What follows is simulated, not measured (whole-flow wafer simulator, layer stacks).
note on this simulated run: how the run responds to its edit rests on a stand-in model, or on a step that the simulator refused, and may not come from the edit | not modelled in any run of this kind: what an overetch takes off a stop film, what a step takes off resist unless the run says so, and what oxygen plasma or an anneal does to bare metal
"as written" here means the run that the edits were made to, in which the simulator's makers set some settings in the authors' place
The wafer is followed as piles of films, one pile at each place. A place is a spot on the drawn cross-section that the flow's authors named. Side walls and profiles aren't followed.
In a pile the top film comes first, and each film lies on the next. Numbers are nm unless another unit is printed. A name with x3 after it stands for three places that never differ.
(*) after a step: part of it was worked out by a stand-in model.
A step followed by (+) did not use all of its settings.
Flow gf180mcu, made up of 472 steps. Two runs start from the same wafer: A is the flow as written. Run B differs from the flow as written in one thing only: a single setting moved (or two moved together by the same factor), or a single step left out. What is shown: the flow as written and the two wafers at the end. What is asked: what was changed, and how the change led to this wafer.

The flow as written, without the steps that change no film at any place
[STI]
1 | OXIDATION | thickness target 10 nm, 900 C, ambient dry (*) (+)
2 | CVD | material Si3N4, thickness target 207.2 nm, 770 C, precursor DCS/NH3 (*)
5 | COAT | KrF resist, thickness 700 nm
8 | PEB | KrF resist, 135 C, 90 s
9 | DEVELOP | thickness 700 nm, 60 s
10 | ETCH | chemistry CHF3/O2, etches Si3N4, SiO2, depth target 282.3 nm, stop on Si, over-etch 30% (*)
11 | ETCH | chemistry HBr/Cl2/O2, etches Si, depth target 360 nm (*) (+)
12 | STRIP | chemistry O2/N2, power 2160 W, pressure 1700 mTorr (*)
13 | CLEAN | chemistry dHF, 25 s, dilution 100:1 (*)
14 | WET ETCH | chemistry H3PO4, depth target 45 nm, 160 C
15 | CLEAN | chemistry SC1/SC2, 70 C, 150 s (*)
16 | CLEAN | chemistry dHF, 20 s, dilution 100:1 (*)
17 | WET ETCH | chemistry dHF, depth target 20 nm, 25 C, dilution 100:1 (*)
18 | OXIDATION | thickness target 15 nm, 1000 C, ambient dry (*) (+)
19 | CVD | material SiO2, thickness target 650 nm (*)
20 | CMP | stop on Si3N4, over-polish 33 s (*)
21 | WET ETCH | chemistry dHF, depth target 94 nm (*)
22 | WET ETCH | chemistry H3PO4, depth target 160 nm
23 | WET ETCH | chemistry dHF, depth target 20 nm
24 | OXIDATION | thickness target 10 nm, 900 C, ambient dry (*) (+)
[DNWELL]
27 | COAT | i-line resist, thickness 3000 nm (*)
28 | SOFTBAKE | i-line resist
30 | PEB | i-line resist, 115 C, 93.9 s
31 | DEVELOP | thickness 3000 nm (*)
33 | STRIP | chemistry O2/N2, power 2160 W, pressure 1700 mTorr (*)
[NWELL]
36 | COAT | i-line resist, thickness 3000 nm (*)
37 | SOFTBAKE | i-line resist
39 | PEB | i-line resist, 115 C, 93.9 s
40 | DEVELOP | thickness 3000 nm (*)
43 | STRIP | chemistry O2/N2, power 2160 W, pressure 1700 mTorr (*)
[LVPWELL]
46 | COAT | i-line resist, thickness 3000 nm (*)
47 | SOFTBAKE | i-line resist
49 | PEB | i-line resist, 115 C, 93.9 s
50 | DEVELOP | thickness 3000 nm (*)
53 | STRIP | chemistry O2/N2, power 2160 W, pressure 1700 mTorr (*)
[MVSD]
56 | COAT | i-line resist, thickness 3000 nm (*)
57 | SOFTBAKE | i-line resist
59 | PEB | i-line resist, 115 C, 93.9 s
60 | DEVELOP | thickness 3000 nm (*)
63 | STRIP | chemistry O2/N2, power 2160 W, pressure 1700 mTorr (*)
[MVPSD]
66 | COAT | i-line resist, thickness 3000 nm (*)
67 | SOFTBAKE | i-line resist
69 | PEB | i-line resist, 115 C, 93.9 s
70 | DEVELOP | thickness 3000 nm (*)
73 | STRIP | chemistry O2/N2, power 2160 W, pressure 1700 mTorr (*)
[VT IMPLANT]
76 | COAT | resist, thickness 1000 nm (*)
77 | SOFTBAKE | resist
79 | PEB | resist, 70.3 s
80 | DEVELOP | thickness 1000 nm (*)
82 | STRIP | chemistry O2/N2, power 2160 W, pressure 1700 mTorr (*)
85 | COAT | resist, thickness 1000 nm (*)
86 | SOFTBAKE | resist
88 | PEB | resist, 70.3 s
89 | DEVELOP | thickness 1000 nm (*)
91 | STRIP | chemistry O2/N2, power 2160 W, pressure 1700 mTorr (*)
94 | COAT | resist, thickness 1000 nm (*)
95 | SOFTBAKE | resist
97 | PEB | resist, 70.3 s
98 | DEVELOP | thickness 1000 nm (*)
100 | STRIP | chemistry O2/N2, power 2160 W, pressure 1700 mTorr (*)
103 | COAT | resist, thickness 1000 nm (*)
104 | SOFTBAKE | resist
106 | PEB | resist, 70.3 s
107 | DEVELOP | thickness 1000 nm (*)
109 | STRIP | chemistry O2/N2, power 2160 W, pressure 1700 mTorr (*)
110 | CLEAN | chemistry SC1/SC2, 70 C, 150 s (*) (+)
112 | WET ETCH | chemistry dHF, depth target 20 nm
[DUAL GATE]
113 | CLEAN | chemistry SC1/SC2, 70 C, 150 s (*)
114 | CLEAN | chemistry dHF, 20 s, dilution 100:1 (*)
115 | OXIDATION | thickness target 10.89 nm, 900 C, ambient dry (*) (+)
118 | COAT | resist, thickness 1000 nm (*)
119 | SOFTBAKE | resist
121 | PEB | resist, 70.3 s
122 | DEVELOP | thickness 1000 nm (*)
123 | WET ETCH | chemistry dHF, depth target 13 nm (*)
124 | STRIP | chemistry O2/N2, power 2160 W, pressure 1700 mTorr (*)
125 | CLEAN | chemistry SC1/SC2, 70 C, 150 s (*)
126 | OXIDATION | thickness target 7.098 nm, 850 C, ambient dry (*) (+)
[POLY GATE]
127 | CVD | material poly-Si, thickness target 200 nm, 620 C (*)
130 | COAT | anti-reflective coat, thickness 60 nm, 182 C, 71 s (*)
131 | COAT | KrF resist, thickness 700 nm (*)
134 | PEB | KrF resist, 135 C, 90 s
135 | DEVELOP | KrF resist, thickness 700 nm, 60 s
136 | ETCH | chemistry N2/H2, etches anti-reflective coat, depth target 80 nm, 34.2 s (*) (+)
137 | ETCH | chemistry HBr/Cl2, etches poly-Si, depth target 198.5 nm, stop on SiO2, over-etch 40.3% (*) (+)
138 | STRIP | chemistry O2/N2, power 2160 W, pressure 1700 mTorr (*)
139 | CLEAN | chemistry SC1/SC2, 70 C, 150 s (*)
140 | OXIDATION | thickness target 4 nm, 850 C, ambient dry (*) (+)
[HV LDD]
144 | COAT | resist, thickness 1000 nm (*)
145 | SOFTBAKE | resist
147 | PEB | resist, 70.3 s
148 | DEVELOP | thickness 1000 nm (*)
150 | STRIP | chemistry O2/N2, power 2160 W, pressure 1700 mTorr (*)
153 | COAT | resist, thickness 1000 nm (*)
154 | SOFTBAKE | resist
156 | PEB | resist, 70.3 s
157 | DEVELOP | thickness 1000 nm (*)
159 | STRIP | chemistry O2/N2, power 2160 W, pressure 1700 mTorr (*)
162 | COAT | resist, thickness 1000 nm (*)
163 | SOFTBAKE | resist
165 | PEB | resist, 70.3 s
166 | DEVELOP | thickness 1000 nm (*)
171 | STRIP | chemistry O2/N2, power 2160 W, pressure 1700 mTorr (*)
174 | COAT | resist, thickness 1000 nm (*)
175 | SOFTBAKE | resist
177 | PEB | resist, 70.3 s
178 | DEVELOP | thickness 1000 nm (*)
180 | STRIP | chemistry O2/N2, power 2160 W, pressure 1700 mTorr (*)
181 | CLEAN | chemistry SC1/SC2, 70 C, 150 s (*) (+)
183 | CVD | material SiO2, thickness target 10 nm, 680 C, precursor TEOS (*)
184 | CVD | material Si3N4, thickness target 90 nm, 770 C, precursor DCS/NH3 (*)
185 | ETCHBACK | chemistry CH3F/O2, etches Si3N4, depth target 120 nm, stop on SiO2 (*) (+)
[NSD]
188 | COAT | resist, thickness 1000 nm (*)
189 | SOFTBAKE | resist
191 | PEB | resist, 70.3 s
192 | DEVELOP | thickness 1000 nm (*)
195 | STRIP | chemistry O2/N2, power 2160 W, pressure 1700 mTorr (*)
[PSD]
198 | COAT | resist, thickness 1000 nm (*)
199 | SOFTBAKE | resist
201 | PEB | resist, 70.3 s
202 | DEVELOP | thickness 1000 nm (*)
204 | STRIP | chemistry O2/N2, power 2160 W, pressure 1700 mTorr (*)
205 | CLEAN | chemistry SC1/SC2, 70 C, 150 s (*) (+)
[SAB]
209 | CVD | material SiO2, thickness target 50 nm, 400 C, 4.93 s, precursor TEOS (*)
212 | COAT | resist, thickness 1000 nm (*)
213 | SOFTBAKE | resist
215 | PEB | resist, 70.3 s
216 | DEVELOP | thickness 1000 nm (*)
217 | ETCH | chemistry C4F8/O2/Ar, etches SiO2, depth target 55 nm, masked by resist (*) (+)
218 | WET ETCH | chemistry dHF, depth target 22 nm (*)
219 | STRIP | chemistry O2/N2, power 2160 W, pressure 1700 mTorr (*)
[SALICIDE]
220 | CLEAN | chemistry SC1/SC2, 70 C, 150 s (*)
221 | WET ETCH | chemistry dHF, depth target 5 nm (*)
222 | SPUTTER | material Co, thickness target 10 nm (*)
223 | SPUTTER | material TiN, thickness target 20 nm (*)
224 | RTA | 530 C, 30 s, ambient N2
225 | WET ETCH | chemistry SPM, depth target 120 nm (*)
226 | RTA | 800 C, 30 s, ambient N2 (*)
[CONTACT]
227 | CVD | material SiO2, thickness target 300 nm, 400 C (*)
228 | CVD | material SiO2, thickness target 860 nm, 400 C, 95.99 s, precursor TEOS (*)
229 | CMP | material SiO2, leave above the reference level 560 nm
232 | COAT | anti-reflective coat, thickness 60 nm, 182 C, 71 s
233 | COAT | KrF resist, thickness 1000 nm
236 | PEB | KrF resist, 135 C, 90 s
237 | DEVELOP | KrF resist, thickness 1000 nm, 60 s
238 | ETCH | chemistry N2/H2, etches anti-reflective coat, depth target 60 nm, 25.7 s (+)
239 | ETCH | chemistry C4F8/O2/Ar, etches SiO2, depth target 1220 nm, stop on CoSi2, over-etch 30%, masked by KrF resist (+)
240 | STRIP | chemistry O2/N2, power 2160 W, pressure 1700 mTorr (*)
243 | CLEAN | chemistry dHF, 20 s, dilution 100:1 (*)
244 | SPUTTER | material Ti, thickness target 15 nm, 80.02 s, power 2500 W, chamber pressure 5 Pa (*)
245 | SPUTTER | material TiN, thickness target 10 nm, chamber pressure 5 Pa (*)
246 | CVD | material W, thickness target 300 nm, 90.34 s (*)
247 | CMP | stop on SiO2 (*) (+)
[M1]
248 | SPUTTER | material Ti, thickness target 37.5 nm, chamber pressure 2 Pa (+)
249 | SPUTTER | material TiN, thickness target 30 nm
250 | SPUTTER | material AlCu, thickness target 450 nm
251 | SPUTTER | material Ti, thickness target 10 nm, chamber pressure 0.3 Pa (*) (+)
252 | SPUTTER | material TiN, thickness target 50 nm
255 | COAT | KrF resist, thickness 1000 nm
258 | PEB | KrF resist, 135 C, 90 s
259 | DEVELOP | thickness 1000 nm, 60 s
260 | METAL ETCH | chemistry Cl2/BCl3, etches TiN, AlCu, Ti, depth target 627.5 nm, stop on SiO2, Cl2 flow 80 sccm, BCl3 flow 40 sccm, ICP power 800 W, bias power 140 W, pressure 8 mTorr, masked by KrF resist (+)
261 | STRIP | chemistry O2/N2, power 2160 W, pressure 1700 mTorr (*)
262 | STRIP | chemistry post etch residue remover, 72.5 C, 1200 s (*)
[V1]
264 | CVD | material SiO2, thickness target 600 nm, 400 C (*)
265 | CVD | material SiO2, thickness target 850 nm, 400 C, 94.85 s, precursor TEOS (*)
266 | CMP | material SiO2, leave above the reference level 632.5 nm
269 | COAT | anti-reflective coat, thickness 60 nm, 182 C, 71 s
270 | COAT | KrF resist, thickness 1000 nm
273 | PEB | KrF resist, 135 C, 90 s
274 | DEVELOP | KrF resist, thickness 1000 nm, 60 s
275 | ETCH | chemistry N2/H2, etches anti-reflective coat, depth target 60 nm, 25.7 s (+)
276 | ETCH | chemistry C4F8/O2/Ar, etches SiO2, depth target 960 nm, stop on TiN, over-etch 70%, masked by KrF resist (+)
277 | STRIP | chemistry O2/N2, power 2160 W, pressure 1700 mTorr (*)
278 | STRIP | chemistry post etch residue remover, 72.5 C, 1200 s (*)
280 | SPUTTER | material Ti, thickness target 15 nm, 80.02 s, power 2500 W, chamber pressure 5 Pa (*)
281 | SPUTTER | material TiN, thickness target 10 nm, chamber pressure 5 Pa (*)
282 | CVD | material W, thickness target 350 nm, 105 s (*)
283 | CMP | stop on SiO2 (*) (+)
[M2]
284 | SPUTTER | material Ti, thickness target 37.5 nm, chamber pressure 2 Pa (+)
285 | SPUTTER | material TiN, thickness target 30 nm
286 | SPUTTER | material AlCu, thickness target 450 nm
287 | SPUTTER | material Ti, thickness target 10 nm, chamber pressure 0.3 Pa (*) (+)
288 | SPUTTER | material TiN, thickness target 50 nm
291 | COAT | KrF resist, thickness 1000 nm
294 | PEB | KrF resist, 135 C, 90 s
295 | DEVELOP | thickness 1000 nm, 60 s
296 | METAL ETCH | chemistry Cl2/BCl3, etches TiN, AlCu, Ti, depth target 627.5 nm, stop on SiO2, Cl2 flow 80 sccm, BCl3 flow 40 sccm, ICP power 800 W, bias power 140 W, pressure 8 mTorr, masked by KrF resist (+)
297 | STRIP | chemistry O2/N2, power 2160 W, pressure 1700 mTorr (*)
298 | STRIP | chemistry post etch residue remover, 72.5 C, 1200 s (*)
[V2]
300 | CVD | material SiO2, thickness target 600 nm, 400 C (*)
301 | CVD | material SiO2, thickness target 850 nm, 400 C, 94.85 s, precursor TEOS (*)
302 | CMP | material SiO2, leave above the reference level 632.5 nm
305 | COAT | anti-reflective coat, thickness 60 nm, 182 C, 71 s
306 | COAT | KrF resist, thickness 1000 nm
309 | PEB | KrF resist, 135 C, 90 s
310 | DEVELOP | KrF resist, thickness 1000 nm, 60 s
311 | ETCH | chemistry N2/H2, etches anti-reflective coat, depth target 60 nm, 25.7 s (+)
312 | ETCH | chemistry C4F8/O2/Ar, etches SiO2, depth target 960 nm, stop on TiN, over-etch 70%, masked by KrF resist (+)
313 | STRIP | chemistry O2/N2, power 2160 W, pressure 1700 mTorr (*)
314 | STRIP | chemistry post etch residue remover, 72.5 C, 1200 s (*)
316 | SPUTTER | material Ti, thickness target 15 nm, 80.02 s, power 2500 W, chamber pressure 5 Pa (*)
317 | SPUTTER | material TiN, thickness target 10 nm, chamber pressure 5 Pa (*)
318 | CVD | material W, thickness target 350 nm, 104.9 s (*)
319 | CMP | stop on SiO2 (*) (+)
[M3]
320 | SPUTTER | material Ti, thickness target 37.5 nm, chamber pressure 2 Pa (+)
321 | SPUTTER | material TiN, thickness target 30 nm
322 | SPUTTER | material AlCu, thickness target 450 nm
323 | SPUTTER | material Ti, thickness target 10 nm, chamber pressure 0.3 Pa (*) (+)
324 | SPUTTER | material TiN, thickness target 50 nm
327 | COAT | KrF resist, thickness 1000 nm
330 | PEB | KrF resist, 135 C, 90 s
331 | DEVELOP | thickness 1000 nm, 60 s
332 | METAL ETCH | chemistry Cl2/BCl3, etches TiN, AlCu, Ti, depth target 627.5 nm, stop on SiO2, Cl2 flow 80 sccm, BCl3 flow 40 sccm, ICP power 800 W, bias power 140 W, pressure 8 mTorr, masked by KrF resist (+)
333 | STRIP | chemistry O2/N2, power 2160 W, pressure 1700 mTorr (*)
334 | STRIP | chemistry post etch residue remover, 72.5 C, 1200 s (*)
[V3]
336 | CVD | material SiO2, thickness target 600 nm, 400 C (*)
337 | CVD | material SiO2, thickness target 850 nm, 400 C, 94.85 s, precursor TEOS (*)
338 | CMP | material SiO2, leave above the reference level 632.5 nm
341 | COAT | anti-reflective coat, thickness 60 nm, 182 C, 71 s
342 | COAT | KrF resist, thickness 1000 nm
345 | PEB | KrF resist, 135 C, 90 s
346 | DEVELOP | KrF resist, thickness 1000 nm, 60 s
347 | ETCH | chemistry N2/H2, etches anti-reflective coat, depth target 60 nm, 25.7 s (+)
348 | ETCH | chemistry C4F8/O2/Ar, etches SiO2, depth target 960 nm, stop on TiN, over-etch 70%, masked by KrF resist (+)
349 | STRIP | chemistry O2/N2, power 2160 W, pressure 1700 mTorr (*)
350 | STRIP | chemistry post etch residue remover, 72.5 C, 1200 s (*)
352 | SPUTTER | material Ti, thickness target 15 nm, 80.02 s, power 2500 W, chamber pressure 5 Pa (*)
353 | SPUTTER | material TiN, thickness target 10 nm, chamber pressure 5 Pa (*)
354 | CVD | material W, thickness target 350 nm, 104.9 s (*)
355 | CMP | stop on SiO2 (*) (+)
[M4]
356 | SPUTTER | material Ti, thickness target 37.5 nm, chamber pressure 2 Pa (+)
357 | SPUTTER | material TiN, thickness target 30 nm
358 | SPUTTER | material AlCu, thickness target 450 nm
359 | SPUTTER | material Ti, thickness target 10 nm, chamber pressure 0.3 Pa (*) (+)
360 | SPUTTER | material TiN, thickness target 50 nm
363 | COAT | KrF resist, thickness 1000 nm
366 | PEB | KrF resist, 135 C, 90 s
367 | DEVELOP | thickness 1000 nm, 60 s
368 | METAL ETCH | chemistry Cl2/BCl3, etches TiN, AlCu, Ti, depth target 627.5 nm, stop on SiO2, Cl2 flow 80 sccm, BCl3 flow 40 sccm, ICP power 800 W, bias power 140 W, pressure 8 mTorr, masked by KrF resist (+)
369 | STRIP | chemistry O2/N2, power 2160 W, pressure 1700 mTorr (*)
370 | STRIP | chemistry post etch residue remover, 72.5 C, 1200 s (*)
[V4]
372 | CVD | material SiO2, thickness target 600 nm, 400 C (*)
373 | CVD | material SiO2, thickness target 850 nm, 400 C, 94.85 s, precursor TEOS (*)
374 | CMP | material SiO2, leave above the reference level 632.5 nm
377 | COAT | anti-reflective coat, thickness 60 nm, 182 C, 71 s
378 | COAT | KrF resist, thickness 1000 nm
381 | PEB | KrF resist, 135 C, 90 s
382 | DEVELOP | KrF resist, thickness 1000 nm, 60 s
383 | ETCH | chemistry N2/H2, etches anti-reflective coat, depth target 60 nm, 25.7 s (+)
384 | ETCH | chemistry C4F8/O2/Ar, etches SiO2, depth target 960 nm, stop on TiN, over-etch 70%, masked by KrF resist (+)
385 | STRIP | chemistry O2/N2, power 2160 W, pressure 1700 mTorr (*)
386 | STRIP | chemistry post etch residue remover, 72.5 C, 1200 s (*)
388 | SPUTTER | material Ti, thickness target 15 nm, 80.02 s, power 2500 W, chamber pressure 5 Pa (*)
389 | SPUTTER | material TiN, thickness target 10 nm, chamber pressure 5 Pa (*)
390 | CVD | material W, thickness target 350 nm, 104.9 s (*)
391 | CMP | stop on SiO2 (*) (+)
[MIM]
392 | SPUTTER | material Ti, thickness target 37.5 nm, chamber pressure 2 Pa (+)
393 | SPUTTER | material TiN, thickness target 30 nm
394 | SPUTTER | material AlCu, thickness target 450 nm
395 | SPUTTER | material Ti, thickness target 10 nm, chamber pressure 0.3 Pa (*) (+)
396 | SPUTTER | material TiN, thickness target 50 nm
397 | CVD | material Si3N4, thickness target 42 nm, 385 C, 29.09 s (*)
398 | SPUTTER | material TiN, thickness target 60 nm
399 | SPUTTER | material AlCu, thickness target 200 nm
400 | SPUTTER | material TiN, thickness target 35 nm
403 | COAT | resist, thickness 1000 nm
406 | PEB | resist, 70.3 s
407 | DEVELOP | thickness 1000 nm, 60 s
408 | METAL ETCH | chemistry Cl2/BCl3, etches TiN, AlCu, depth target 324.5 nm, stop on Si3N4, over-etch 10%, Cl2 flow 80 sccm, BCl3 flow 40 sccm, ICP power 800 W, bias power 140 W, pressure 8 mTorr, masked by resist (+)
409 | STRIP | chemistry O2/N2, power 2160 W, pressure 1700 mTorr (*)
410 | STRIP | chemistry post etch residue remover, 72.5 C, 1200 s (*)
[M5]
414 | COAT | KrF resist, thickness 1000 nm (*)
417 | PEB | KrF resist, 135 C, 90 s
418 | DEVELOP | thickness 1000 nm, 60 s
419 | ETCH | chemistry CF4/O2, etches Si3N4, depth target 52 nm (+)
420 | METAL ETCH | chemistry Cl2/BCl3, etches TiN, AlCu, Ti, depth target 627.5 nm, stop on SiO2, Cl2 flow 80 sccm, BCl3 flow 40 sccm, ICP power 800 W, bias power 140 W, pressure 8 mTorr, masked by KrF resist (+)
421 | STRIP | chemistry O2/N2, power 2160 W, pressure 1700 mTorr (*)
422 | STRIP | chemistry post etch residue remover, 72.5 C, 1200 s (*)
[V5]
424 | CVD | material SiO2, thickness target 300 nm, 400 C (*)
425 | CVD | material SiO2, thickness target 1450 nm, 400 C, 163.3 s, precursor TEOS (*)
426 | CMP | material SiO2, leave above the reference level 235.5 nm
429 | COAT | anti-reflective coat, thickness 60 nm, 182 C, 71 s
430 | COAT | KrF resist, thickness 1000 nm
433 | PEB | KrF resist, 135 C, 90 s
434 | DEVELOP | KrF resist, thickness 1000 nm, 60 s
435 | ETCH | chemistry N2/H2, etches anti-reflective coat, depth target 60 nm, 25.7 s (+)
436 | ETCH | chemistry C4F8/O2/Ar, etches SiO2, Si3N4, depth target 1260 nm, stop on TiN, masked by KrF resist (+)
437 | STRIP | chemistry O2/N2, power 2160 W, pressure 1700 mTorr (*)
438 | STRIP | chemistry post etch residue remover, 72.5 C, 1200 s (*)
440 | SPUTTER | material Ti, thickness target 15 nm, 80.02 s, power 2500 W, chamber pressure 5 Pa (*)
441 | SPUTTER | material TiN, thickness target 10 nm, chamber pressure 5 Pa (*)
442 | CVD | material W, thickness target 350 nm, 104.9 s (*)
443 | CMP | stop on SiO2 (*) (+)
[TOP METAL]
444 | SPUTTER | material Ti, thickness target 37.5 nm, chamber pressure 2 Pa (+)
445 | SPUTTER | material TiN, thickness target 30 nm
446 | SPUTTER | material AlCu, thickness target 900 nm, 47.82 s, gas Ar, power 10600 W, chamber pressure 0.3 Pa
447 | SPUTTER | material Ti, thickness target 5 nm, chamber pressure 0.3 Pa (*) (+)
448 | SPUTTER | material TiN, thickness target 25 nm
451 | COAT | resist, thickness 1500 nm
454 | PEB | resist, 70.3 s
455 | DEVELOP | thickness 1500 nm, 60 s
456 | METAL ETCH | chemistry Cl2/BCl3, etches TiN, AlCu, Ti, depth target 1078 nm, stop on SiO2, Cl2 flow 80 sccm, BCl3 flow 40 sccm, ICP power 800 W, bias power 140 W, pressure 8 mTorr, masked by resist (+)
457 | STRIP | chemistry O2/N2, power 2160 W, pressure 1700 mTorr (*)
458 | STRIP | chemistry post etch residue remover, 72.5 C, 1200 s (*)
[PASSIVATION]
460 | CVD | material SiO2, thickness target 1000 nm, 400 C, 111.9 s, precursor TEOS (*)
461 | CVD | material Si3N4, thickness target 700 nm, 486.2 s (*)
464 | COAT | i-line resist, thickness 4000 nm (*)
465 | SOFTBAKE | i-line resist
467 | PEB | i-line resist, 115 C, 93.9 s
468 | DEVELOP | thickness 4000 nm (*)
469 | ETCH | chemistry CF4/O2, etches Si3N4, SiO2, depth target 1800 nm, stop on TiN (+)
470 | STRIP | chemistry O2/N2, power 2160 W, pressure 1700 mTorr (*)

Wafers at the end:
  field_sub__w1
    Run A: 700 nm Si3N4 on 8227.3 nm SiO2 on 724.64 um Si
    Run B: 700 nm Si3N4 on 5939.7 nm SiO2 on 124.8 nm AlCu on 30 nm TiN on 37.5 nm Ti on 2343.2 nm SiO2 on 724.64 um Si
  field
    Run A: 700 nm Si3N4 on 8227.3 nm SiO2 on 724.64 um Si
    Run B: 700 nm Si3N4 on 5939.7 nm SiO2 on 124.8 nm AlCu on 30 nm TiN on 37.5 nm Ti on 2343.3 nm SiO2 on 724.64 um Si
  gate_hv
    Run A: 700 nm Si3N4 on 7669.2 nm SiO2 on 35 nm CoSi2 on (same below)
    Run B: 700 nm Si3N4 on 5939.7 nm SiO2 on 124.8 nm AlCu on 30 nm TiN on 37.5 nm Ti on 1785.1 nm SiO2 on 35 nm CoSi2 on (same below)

Cause: step 286, SPUTTER: thickness target 698 nm was run, while the flow as written has thickness target 450 nm.

Step by step, how the change led to this:
  286 | SPUTTER | material AlCu, thickness target 450 nm
      field, field__w1, field__w2 and 108 more: A +450 AlCu (new film) | B +698 AlCu (new film)
  296 | METAL ETCH | chemistry Cl2/BCl3, etches TiN, AlCu, Ti, depth target 627.5 nm, stop on SiO2, Cl2 flow 80 sccm, BCl3 flow 40 sccm, ICP power 800 W, bias power 140 W, pressure 8 mTorr, masked by KrF resist (+)
      field, field__w1, field__w2 and 103 more: A -50 TiN (all of it), -10 Ti (all of it), -450 AlCu (all of it), -30 TiN (all of it), -37.5 Ti (all of it) | B -50 TiN (all of it), -10 Ti (all of it), -567.5 AlCu
  298 | STRIP | chemistry post etch residue remover, 72.5 C, 1200 s (*)
      field, field__w1, field__w2 and 103 more: A nothing | B -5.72 AlCu
  300 | CVD | material SiO2, thickness target 600 nm, 400 C (*)
      field, field__w1, field__w2 and 103 more: A +600 SiO2 | B +600 SiO2 (new film)
  302 | CMP | material SiO2, leave above the reference level 632.5 nm
      field, field__w1, field__w2 and 103 more: A -300 SiO2 | B -244.3 SiO2
With metal films that touch counted as one body, field_sub__w1 has 1 body; the flow as written gives 0 bodies.
With metal films that touch counted as one body, field has 1 body; the flow as written gives 0 bodies.
With metal films that touch counted as one body, gate_hv has 2 bodies (between them, from the top down: SiO2 1785.1); the flow as written gives 1 body.
